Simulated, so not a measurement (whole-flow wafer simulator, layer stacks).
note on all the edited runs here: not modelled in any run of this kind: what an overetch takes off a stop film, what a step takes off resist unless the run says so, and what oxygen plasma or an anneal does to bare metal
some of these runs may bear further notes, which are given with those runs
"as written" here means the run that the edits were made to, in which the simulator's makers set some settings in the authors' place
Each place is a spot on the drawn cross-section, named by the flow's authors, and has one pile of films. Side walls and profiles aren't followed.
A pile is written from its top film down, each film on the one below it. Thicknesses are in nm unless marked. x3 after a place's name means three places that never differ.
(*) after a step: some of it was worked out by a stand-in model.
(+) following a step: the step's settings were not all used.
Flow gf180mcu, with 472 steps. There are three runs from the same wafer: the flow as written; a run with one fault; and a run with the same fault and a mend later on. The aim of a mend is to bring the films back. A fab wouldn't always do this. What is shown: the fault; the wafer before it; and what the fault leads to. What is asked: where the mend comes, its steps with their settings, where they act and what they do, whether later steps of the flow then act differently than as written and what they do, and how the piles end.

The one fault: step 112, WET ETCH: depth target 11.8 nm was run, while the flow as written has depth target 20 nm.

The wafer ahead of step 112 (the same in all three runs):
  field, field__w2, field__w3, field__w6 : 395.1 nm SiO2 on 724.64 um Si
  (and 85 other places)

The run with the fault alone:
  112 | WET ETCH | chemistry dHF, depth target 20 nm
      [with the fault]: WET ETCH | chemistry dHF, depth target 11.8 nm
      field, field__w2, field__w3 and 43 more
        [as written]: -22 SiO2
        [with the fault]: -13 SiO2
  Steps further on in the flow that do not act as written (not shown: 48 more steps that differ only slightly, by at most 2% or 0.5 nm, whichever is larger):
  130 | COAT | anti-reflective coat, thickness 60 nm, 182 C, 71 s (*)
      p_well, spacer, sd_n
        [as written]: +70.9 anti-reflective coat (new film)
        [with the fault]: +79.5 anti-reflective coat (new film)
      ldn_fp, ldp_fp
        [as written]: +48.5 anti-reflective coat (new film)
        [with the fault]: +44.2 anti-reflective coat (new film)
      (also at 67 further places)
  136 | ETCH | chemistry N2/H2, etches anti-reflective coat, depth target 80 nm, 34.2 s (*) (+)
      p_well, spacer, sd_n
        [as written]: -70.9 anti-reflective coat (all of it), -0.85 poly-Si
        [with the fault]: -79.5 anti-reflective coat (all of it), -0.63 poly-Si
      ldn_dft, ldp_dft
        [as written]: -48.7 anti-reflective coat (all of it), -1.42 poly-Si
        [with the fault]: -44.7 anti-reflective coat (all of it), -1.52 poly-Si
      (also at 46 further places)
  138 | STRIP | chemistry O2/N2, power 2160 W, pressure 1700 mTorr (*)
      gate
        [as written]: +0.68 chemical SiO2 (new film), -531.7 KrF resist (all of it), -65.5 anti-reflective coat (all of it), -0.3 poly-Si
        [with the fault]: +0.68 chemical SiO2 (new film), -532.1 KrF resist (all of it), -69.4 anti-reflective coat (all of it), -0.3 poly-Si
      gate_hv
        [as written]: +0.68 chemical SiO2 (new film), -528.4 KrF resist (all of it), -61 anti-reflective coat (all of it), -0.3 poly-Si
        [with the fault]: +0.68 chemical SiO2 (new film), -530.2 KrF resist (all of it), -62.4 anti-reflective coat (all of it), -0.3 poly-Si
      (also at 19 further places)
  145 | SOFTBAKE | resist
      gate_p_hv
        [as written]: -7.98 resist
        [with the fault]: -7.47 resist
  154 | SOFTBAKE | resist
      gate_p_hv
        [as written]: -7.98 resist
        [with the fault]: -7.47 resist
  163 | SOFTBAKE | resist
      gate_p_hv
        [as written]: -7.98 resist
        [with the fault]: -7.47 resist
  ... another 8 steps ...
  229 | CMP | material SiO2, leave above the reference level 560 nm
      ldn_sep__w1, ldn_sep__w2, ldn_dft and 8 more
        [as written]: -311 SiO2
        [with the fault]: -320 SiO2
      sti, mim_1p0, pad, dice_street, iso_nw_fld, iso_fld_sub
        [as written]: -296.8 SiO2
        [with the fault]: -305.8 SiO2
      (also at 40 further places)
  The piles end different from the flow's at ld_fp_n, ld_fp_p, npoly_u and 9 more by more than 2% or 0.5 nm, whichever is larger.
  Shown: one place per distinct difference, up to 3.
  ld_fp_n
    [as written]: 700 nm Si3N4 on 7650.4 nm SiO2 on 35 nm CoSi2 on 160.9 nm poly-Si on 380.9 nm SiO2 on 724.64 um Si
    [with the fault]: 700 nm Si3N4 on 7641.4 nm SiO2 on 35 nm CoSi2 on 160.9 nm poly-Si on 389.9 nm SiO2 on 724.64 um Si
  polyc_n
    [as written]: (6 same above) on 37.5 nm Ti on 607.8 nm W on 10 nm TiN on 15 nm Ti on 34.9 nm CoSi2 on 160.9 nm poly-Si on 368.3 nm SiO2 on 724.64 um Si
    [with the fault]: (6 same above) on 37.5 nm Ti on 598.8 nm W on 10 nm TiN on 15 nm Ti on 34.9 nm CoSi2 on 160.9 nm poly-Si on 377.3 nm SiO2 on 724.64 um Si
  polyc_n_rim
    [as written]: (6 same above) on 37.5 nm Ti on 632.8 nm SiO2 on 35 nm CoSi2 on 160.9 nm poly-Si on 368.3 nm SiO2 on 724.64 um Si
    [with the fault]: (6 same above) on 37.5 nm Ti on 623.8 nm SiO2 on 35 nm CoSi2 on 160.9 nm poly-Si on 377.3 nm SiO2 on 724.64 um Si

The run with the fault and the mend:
  After step 112 comes the mend.
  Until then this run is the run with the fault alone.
  112a | WET ETCH | chemistry dHF, depth target 8.2 nm (the flow's step 112 again, with other settings)
      field, field__w2, field__w3 and 43 more
        -8.2 SiO2
  Steps further on in the flow that do not act as written (not shown: 56 more steps that differ only slightly, by at most 2% or 0.5 nm, whichever is larger):
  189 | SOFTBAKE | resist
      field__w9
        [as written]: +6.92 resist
        [with the mend]: -3.07 resist
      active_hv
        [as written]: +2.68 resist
        [with the mend]: -0.53 resist
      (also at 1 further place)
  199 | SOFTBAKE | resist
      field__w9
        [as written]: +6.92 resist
        [with the mend]: -3.07 resist
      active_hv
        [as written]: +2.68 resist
        [with the mend]: -0.53 resist
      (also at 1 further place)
  At the end the piles are close to the flow's at the places that both follow, differing by at most 2% or 0.5 nm, whichever is larger.
